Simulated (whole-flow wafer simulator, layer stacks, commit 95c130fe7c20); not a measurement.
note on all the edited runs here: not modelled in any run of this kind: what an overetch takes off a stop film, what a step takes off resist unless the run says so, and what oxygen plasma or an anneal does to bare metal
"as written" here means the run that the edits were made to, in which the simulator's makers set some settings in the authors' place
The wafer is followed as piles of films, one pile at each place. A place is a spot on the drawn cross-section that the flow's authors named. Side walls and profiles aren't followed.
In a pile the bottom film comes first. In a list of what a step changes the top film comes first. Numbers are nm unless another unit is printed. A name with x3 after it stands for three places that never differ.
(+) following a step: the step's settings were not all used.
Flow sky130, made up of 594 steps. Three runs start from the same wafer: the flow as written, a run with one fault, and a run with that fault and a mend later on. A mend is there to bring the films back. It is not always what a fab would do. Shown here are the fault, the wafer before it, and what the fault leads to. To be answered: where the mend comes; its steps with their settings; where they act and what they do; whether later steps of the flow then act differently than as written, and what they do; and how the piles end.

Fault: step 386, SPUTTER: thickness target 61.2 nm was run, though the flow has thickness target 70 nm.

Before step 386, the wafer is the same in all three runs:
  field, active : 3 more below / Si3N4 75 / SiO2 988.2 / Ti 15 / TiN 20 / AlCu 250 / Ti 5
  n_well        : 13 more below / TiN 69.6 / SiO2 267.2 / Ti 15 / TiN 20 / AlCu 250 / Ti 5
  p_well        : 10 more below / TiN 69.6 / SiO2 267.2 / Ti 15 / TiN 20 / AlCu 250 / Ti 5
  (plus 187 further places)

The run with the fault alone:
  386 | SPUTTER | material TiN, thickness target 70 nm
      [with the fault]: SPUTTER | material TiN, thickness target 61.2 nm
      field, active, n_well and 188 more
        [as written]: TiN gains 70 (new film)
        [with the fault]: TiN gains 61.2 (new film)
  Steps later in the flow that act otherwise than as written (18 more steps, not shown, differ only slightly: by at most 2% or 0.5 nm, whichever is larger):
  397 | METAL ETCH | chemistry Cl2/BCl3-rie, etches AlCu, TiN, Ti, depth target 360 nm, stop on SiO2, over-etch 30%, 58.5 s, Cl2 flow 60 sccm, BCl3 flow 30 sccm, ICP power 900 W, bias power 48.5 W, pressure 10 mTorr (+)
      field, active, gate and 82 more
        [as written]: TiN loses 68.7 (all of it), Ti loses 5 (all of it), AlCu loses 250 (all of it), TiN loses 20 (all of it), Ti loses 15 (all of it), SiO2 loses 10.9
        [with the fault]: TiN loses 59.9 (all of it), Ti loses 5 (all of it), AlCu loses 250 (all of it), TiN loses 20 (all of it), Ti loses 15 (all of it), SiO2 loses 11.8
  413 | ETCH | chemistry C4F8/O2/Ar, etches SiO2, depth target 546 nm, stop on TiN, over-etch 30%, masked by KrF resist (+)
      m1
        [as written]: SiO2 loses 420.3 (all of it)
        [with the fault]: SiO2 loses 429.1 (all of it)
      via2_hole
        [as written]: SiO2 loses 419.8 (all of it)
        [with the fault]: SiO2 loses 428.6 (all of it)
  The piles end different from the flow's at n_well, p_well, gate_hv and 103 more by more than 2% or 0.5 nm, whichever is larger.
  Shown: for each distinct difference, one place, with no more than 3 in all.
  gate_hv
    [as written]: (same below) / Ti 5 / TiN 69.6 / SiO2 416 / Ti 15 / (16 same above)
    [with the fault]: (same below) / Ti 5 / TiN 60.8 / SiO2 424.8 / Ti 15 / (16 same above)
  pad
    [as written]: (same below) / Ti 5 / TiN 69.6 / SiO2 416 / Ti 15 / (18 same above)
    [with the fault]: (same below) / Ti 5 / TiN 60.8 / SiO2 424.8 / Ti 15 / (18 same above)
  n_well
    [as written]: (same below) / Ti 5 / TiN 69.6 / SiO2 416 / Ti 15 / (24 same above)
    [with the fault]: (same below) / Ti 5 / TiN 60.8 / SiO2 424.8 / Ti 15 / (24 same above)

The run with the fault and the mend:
  The mend follows step 386.
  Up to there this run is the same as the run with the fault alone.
  386a | SPUTTER | material TiN, thickness target 8.8 nm (a further turn of the flow's step 386, with different settings)
      field, active, n_well and 188 more
        TiN gains 8.8
  None of the later steps of the flow acts differently than as written at any place that is followed.
  By the end, the piles equal the flow's at every place that both follow.
